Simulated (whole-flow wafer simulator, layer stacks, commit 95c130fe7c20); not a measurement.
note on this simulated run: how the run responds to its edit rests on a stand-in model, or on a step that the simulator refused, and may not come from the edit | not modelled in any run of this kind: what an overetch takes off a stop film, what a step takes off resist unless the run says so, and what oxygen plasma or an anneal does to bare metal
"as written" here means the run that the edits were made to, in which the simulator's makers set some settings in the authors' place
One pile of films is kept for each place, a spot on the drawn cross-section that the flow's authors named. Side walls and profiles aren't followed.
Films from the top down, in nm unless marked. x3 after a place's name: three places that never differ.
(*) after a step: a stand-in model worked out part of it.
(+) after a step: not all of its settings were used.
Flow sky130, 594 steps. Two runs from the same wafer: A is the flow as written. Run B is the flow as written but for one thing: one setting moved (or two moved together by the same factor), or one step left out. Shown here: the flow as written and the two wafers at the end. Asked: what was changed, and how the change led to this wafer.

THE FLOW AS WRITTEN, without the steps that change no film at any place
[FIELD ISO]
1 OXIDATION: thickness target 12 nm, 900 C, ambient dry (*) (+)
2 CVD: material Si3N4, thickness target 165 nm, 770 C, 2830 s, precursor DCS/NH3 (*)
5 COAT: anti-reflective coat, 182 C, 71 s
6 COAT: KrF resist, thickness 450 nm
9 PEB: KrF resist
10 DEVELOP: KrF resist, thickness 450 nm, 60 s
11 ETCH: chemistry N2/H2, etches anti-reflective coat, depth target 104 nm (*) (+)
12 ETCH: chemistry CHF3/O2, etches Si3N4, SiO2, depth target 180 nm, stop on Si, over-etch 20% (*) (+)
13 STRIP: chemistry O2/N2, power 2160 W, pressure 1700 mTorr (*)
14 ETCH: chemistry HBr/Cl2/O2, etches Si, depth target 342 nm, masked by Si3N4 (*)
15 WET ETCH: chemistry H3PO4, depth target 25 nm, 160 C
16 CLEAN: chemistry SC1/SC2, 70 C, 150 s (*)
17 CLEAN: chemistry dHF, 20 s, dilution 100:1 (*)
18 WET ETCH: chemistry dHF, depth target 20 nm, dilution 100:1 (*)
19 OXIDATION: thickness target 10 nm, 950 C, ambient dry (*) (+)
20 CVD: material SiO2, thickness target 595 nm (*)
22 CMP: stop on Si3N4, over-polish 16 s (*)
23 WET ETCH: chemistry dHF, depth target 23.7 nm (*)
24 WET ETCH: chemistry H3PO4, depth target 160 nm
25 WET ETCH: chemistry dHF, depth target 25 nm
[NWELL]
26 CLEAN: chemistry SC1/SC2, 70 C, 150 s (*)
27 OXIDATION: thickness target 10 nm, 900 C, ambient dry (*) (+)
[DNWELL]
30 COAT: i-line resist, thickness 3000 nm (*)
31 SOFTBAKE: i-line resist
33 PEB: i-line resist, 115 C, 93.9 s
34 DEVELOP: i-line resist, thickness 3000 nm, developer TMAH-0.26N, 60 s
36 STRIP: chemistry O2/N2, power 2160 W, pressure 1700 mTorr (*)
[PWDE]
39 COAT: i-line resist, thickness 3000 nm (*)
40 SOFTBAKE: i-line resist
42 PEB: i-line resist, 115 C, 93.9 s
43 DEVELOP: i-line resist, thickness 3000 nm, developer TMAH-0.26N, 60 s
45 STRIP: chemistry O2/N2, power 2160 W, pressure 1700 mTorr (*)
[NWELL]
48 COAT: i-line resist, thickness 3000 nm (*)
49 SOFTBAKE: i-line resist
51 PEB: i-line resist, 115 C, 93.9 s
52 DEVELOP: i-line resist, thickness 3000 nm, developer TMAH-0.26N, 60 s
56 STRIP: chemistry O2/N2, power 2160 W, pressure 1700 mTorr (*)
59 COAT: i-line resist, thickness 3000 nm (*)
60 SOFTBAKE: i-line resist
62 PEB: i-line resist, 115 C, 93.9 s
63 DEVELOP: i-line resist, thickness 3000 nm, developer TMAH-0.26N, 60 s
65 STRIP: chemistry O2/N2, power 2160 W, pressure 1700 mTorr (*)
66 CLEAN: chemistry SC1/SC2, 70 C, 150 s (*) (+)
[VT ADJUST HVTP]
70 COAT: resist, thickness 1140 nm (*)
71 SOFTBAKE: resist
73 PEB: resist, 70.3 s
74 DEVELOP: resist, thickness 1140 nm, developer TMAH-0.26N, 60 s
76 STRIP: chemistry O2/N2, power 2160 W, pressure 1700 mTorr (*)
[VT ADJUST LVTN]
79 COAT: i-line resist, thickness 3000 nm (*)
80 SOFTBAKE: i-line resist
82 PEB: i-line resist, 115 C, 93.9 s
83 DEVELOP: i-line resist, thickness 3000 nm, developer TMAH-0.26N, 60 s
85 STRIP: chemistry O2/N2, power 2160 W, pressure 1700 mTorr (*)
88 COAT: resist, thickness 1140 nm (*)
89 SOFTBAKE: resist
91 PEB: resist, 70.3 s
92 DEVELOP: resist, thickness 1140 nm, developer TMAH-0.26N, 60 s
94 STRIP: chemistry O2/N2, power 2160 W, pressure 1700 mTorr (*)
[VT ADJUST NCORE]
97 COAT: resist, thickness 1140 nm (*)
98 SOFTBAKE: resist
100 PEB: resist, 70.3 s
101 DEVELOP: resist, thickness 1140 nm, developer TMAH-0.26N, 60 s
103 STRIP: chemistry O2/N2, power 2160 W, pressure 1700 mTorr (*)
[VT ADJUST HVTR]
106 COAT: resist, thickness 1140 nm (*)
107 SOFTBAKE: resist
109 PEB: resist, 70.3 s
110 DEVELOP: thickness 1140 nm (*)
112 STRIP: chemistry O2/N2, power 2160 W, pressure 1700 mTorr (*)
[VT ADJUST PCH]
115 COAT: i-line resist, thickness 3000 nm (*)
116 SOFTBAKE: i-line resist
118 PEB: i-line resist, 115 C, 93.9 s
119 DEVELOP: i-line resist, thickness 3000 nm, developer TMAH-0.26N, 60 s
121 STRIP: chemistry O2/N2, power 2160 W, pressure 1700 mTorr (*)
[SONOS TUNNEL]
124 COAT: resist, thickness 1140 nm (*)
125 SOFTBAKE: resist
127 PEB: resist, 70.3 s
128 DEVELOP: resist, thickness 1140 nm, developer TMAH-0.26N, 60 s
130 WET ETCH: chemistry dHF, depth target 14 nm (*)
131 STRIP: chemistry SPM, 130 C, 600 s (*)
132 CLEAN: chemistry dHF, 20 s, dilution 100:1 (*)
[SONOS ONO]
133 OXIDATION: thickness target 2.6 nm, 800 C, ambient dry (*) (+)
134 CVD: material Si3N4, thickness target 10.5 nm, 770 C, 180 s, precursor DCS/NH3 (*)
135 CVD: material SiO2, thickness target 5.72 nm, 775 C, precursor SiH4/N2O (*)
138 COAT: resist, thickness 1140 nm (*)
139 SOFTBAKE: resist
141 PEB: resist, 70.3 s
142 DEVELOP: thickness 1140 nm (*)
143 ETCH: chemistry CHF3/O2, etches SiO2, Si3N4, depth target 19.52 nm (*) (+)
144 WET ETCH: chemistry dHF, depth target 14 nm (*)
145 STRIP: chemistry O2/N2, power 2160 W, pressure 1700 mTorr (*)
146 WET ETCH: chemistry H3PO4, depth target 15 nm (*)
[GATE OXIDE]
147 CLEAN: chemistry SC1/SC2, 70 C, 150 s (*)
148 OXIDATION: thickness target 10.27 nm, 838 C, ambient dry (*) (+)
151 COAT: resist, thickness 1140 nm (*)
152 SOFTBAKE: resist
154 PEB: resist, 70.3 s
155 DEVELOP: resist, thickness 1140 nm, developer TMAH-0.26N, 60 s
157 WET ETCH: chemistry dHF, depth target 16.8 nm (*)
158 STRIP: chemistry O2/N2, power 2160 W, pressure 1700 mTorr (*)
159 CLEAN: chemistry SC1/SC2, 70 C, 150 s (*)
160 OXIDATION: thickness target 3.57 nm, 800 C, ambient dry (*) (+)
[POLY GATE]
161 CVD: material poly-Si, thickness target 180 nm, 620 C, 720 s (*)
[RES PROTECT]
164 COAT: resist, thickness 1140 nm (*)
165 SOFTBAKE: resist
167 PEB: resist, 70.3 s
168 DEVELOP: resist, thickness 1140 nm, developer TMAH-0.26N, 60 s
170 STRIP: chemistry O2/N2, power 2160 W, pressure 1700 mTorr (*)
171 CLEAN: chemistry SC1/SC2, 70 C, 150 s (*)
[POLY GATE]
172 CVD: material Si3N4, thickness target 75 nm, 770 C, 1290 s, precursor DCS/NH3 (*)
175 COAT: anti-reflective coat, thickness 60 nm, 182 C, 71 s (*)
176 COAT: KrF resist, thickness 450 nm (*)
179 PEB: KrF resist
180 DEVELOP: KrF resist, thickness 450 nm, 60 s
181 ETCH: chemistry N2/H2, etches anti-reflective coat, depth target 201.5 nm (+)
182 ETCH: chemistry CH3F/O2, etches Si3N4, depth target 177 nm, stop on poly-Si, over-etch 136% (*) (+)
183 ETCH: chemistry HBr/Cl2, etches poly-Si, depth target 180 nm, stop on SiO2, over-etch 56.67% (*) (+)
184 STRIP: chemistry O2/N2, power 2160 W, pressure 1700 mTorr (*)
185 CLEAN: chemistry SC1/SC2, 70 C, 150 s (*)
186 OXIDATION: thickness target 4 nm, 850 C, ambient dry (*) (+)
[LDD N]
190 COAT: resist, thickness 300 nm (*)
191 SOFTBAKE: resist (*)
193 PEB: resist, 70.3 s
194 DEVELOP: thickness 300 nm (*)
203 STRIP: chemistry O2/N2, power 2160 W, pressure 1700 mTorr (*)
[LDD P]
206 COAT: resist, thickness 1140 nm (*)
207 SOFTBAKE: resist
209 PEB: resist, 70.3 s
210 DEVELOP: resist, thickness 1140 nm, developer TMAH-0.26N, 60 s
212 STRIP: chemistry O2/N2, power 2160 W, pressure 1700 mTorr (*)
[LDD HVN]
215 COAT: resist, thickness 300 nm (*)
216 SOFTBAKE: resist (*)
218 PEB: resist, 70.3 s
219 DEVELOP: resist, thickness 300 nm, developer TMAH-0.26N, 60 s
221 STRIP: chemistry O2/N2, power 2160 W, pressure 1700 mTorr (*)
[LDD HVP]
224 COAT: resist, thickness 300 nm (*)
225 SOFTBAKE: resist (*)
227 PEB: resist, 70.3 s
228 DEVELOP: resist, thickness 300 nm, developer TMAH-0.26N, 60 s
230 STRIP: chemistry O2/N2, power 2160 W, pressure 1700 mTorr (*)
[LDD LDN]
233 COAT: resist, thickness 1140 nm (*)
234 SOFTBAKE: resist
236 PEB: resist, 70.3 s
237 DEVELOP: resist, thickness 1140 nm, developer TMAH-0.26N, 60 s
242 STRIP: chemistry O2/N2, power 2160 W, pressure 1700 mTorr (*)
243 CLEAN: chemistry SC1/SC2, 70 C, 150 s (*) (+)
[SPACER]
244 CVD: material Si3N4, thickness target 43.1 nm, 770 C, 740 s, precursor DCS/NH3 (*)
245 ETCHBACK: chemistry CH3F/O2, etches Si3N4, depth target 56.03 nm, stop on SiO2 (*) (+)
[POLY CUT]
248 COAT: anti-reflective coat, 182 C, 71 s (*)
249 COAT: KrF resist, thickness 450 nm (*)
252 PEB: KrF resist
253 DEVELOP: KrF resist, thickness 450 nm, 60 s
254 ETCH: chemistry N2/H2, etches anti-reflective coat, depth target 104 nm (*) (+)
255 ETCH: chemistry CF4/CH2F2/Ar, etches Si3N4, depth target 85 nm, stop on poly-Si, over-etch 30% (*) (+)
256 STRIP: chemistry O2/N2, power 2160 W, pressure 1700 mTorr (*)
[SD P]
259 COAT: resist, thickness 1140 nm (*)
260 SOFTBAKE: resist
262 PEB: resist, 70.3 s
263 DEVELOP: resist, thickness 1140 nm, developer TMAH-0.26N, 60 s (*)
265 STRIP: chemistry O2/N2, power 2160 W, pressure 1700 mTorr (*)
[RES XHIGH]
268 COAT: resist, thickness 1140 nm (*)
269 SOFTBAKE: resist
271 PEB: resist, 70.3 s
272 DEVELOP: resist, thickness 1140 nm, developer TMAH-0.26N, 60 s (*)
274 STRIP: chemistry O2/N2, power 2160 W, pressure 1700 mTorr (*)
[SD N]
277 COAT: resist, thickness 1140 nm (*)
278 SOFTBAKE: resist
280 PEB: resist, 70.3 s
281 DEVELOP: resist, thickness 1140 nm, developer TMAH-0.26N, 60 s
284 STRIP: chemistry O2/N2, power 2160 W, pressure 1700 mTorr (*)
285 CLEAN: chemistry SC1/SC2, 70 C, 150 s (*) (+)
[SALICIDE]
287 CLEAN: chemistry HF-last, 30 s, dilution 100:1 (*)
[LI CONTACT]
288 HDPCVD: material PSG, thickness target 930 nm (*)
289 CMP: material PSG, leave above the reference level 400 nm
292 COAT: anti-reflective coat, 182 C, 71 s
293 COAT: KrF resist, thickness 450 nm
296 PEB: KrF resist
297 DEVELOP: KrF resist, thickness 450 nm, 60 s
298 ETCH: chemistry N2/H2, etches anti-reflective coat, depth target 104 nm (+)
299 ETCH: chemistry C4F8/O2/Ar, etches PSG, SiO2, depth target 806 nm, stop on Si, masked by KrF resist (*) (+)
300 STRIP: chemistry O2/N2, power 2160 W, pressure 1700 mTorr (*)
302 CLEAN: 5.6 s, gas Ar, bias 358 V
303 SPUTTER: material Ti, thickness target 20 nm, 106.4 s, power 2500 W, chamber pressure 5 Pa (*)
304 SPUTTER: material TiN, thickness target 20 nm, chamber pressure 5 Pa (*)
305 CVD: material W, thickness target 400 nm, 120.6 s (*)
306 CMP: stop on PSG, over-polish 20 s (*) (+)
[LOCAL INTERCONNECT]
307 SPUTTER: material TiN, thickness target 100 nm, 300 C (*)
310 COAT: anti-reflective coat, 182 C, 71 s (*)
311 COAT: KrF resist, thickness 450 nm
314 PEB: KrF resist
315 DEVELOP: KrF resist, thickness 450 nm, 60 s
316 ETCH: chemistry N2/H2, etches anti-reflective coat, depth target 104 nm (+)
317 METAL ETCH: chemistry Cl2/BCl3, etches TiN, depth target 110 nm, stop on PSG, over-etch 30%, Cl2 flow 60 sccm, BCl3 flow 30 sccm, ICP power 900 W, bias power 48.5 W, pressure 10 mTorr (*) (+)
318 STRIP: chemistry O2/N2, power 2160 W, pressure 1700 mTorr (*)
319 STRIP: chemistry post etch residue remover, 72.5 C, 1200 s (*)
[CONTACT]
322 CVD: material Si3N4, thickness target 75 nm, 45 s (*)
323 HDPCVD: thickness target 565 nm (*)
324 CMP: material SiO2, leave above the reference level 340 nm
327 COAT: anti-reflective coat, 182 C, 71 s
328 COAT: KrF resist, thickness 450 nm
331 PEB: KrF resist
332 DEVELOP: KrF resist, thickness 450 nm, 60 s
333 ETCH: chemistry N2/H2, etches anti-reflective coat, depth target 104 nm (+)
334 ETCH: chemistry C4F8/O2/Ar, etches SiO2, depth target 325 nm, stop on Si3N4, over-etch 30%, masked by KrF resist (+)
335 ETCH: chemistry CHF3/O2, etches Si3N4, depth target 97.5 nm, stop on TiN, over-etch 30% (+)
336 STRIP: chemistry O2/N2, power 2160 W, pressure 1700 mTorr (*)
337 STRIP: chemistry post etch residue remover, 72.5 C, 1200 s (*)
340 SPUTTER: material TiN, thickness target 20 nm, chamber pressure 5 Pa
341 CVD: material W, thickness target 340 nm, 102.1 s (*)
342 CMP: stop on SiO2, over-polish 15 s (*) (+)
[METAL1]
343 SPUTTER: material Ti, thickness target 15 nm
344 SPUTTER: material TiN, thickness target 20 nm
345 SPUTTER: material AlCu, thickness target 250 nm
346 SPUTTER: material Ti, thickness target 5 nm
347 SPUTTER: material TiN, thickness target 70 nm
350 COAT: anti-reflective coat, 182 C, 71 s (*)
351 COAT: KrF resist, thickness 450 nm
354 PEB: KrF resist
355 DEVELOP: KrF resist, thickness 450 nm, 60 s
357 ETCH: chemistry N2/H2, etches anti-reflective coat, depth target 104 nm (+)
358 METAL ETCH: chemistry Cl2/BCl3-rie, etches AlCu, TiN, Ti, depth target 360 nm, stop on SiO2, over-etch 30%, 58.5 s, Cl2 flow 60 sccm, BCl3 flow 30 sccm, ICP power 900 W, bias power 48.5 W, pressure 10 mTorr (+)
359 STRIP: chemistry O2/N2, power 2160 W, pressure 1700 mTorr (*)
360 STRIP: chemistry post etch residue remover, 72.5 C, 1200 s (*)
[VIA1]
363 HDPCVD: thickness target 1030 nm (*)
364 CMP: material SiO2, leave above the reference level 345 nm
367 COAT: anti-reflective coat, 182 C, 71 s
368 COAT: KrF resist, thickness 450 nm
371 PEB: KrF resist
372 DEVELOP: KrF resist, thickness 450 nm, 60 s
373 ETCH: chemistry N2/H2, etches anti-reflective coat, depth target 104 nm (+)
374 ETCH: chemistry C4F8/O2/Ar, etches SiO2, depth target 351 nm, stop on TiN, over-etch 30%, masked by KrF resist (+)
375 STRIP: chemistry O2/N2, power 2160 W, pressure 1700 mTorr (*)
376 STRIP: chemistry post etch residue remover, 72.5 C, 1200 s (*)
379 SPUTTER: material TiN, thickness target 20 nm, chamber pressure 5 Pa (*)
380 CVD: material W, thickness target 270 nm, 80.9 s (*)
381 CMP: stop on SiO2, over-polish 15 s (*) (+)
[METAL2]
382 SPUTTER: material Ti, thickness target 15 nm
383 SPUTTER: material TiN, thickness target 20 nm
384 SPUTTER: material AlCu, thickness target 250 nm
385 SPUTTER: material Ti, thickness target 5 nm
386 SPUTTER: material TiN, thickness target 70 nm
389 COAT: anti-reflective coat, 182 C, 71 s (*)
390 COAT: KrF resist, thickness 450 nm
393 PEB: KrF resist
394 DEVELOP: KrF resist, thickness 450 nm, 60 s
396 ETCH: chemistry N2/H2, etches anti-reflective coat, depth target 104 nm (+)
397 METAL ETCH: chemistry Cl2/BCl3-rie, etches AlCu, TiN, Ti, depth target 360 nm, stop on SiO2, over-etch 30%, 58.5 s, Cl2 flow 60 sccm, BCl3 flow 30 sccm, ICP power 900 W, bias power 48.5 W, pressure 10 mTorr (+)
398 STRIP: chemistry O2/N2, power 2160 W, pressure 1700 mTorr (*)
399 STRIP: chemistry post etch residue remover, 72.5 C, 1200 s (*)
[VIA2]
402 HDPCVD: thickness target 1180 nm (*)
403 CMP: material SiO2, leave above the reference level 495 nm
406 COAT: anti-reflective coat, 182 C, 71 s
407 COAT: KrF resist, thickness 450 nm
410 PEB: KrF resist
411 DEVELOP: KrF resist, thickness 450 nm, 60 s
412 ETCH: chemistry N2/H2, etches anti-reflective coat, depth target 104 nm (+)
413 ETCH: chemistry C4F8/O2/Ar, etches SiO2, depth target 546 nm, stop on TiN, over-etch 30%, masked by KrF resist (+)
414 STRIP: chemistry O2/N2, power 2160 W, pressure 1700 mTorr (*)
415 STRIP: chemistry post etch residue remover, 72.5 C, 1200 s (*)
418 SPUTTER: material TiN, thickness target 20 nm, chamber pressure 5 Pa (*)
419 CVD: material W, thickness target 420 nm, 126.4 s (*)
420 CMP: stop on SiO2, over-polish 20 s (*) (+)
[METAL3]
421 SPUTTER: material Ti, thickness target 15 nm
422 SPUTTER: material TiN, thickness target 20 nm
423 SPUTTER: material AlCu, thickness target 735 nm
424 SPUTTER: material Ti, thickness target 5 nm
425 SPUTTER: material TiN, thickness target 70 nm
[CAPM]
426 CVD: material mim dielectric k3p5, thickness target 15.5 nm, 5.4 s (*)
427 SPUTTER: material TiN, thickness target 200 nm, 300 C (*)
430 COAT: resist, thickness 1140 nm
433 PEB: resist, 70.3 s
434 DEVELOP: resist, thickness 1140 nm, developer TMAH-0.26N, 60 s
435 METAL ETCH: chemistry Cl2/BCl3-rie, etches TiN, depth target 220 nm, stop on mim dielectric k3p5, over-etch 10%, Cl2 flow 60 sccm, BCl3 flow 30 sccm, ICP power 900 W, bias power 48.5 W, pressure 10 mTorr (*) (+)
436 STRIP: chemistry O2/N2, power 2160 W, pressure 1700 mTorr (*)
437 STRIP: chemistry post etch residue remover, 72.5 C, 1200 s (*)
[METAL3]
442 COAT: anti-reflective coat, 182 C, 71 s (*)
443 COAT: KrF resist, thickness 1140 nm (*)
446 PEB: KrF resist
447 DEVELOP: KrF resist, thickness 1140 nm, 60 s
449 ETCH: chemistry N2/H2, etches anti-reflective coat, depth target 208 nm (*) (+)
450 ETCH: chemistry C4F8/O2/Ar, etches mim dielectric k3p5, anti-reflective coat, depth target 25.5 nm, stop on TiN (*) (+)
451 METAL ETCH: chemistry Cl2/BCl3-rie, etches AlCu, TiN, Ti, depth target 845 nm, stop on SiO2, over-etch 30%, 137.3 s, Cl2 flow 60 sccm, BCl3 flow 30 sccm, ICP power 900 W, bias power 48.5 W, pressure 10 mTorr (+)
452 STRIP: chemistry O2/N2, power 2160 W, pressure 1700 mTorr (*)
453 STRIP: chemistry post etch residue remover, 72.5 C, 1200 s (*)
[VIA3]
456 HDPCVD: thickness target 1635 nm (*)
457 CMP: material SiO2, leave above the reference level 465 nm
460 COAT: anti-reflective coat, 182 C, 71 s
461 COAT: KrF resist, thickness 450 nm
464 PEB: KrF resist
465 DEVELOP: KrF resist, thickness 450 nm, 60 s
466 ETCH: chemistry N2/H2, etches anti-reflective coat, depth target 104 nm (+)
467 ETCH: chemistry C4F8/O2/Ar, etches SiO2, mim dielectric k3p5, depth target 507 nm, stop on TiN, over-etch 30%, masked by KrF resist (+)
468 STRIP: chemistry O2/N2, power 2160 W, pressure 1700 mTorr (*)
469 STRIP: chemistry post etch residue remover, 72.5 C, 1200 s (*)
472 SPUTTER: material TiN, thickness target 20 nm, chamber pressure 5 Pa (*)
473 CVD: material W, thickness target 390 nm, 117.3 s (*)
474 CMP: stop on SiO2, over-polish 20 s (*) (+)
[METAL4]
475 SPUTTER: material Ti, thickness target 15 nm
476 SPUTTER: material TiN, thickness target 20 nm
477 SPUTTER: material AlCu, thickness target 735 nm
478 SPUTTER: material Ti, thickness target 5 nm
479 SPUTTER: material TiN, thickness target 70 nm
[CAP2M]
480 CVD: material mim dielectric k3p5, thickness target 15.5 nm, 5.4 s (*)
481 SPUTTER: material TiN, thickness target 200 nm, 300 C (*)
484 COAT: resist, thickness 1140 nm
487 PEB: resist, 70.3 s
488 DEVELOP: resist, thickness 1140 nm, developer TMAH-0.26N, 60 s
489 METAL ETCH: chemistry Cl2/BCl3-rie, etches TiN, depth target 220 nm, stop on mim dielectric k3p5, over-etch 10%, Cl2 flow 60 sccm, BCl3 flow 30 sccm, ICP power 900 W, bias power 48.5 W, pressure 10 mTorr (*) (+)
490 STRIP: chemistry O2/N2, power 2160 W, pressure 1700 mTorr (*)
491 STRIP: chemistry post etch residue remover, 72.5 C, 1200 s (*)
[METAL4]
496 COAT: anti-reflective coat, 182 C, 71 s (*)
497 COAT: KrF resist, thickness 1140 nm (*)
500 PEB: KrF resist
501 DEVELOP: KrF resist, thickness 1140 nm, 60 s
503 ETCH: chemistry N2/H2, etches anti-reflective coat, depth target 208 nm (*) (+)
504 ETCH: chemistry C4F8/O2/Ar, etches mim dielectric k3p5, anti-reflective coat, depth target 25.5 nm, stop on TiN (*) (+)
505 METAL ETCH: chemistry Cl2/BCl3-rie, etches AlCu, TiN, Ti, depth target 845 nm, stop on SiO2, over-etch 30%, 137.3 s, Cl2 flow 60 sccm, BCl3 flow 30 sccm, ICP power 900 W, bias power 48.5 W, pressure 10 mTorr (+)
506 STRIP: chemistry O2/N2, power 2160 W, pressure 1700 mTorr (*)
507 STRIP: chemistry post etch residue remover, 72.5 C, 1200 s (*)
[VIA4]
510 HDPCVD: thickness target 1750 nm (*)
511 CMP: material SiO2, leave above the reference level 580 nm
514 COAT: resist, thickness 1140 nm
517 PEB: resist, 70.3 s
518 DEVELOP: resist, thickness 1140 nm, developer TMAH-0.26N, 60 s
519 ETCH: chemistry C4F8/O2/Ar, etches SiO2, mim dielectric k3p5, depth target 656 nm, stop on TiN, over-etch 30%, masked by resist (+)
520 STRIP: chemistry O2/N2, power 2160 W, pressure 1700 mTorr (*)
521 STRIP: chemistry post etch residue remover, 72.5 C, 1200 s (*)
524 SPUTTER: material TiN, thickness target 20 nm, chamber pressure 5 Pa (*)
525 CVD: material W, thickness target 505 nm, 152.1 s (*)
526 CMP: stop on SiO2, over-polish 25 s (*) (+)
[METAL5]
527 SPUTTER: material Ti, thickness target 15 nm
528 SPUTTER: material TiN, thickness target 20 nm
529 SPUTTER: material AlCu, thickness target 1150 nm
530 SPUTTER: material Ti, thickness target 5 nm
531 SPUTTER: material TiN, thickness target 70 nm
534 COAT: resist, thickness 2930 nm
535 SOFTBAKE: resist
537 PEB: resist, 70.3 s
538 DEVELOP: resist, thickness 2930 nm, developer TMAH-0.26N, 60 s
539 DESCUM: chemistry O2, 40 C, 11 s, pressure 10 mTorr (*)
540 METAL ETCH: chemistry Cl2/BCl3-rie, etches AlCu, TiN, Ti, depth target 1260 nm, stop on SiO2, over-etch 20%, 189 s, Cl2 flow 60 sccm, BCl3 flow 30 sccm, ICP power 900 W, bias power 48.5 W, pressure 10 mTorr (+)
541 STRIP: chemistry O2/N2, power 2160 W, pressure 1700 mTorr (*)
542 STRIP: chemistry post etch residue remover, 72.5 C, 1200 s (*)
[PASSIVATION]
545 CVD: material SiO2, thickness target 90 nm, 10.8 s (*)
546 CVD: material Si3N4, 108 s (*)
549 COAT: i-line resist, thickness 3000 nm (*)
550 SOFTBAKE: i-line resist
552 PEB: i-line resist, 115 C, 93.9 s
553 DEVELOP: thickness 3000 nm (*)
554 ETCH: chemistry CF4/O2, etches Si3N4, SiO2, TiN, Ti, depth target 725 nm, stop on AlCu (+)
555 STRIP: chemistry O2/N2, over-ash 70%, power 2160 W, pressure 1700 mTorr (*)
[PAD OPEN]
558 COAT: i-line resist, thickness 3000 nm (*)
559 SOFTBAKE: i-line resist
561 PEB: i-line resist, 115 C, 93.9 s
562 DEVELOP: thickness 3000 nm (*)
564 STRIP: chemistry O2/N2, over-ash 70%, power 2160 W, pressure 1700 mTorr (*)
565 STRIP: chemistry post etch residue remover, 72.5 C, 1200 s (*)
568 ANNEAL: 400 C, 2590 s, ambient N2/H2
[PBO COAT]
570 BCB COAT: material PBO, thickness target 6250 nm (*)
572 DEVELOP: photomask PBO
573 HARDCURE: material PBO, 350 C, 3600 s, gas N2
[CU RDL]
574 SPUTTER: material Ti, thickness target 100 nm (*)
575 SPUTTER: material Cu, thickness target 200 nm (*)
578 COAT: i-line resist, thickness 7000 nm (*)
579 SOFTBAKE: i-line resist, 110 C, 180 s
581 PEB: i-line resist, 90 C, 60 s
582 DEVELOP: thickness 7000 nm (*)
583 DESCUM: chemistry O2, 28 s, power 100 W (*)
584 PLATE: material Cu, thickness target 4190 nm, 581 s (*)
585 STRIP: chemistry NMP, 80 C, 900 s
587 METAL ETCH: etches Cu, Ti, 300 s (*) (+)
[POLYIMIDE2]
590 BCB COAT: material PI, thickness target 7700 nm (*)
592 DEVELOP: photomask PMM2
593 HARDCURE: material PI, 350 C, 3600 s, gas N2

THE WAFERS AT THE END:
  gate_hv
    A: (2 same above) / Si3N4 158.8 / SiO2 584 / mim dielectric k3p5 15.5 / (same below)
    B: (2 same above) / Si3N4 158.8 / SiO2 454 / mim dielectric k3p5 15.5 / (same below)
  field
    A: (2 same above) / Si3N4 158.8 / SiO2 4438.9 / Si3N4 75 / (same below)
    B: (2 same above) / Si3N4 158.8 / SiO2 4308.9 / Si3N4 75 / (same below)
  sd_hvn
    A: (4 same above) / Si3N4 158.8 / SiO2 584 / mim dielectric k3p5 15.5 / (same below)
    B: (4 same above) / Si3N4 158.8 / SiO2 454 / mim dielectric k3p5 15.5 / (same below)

The cause: step 511, CMP: leave above the reference level 450 nm was run, where the flow has leave above the reference level 580 nm.

How the change led to this, step by step:
  511 CMP: material SiO2, leave above the reference level 580 nm
      n_well, p_well, gate_hv and 99 more: A SiO2 -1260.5 | B SiO2 -1390.5
      field, active, gate and 77 more: A SiO2 -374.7 | B SiO2 -504.7
      (and at 11 more places)
  519 ETCH: chemistry C4F8/O2/Ar, etches SiO2, mim dielectric k3p5, depth target 656 nm, stop on TiN, over-etch 30%, masked by resist (+)
      field, active, n_well and 188 more: A resist -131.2 | B resist -97.7
      m1: A SiO2 -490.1 (all of it), mim dielectric k3p5 -15.5 (all of it) | B SiO2 -360.1 (all of it), mim dielectric k3p5 -15.5 (all of it)
      (and at 1 more place)
  520 STRIP: chemistry O2/N2, power 2160 W, pressure 1700 mTorr (*)
      field, active, n_well and 188 more: A resist -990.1 (all of it) | B resist -1023.6 (all of it)
  524 SPUTTER: material TiN, thickness target 20 nm, chamber pressure 5 Pa (*)
      m1, via4_hole: A TiN +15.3 | B TiN +16.2
  525 CVD: material W, thickness target 505 nm, 152.1 s (*)
      m1: A W +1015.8 (new film) | B W +688.1 (new film)
      via4_hole: A W +1015.2 (new film) | B W +689.2 (new film)
  526 CMP: stop on SiO2, over-polish 25 s (*) (+)
      m1: A W -532.7 | B W -335.9
      via4_hole: A W -532.7 | B W -337.6
